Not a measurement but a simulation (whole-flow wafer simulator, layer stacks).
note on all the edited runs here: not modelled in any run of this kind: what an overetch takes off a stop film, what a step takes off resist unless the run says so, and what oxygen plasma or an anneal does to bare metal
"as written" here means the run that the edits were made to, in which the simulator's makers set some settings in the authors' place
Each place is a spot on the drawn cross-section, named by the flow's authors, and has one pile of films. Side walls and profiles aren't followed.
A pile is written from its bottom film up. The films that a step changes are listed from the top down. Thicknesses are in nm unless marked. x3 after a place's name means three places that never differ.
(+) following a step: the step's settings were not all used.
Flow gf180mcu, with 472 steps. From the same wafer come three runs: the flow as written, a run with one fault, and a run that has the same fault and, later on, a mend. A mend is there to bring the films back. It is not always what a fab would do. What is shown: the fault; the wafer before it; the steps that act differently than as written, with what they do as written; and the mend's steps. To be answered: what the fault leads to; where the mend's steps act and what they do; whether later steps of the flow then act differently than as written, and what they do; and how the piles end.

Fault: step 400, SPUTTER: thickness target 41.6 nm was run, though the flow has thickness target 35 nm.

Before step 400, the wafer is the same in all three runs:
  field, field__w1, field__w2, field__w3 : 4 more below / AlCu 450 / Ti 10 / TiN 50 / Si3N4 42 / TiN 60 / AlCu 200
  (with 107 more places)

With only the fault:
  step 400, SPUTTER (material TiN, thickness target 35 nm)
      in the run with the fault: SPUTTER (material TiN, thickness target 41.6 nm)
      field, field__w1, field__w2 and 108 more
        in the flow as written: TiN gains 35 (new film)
        in the run with the fault: TiN gains 41.6 (new film)
  Steps further on in the flow that do not act as written (not shown: 8 more steps that differ only slightly, by at most 2% or 0.5 nm, whichever is larger):
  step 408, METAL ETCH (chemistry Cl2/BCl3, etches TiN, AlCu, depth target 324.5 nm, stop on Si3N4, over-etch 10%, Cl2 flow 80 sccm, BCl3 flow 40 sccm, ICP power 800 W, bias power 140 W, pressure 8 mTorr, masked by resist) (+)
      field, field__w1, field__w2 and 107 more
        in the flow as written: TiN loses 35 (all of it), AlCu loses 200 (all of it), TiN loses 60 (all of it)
        in the run with the fault: TiN loses 41.6 (all of it), AlCu loses 200 (all of it), TiN loses 60 (all of it)
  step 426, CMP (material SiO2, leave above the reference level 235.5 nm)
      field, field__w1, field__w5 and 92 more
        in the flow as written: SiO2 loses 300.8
        in the run with the fault: SiO2 loses 294.2
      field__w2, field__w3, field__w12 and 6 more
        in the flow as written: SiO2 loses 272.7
        in the run with the fault: SiO2 loses 266.1
  The piles end different from the flow's at mim by more than 2% or 0.5 nm, whichever is larger.
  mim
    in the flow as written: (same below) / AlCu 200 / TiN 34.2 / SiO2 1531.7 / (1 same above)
    in the run with the fault: (same below) / AlCu 200 / TiN 40.8 / SiO2 1531.7 / (1 same above)

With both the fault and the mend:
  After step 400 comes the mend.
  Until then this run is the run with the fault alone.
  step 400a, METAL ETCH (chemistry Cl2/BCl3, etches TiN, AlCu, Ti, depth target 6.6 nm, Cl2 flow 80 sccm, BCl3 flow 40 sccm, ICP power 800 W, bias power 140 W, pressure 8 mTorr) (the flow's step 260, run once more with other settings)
      field, field__w1, field__w2 and 108 more
        TiN loses 6.6
  Later steps of the flow that are run all act as written at every place that is followed.
  The piles end the same as the flow's at every place that both follow.
